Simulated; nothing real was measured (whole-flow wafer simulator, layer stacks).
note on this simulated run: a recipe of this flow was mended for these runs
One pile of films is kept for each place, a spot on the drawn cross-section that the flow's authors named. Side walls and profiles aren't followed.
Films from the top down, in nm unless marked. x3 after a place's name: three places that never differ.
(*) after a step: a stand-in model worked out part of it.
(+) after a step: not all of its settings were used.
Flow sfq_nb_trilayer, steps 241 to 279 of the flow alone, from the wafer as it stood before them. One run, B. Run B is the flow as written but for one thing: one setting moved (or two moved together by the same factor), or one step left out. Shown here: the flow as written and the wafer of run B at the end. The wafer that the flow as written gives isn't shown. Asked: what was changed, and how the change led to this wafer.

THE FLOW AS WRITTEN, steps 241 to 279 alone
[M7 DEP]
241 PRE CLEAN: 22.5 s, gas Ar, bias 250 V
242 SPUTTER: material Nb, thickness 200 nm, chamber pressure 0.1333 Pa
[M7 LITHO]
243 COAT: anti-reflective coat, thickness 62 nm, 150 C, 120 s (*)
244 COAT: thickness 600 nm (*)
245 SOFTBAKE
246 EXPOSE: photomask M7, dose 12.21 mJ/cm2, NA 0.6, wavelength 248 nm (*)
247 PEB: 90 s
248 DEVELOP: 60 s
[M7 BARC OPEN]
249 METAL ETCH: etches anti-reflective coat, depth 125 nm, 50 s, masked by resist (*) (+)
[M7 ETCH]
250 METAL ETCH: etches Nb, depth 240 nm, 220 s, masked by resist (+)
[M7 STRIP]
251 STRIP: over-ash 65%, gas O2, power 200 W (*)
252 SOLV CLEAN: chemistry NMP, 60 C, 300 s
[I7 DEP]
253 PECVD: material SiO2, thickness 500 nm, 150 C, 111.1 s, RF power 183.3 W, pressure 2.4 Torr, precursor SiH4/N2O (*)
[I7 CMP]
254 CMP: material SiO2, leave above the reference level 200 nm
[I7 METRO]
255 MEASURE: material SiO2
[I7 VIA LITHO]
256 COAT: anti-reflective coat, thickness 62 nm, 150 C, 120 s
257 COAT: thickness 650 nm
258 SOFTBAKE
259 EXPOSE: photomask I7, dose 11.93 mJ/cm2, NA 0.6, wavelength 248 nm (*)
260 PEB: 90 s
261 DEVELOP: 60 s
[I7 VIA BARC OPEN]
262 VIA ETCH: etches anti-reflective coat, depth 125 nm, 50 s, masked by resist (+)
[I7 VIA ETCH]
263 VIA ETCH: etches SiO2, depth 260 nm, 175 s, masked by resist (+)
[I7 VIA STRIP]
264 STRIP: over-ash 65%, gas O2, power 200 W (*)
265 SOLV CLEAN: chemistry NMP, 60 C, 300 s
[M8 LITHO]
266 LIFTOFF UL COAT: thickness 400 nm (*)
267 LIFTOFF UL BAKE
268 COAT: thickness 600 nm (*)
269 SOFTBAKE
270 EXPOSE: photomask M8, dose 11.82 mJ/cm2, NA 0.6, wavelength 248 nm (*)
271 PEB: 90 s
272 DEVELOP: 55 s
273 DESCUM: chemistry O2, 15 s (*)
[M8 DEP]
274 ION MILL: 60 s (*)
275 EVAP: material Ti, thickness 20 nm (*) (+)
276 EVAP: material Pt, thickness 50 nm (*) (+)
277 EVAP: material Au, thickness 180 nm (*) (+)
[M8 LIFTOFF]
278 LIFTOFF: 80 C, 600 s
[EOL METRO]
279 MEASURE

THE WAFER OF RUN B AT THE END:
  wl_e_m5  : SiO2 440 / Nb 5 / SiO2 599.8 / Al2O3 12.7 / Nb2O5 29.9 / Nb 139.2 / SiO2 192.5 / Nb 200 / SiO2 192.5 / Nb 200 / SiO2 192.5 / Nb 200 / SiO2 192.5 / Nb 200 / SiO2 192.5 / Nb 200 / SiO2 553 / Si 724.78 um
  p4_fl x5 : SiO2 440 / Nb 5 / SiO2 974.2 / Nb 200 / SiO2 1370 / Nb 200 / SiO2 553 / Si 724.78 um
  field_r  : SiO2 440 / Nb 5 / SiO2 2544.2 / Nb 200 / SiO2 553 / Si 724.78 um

The cause: step 242, SPUTTER: thickness 245 nm was run, where the flow has thickness 200 nm.

How the change led to this, step by step:
  242 SPUTTER: material Nb, thickness 200 nm, chamber pressure 0.1333 Pa
      field_l, v_sur, via_wl and 102 more: Nb +245 (new film) (as written it would be: Nb +200 (new film))
      via_v: Nb +196 (as written it would be: Nb +159.9)
  243 COAT: anti-reflective coat, thickness 62 nm, 150 C, 120 s (*)
      via_v: anti-reflective coat +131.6 (new film) (as written it would be: anti-reflective coat +128 (new film))
  250 METAL ETCH: etches Nb, depth 240 nm, 220 s, masked by resist (+)
      field_l, field_r, lsp_l and 62 more: Nb -240 (as written it would be: Nb -200 (all of it), SiO2 -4)
  251 STRIP: over-ash 65%, gas O2, power 200 W (*)
      via_v: KrF-resist-other-grade -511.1 (all of it), anti-reflective coat -131.6 (all of it) (as written it would be: KrF-resist-other-grade -506.5 (all of it), anti-reflective coat -128 (all of it))
  253 PECVD: material SiO2, thickness 500 nm, 150 C, 111.1 s, RF power 183.3 W, pressure 2.4 Torr, precursor SiH4/N2O (*)
      field_l, p4_fl x5, p4_w1 x9 and 44 more: SiO2 +500 (new film) (as written it would be: SiO2 +500)
      field_r, lsp_l: SiO2 +473.2 (new film) (as written it would be: SiO2 +477.2)
      (and at 5 more places)
  254 CMP: material SiO2, leave above the reference level 200 nm
      field_l, p4_fl x5, p4_w1 x9 and 44 more: SiO2 -60 (as written it would be: SiO2 -96)
      field_r, lsp_l: SiO2 -33.2 (as written it would be: SiO2 -73.2)
      (and at 3 more places)
Counting metal films that touch as one body, wl_e_m5 has 7 bodies (between them, from the top down: SiO2 599.8 / Al2O3 12.7 / Nb2O5 29.9; SiO2 192.5; SiO2 192.5; SiO2 192.5; SiO2 192.5; SiO2 192.5); the flow as written gives 6 bodies (between them, from the top down: SiO2 192.5; SiO2 192.5; SiO2 192.5; SiO2 192.5; SiO2 192.5).
Counting metal films that touch as one body, p4_fl x5 has 3 bodies (between them, from the top down: SiO2 974.2; SiO2 1370); the flow as written gives 2 bodies (between them, from the top down: SiO2 1370).
Counting metal films that touch as one body, field_r has 2 bodies (between them, from the top down: SiO2 2544.2); the flow as written gives 1 body.
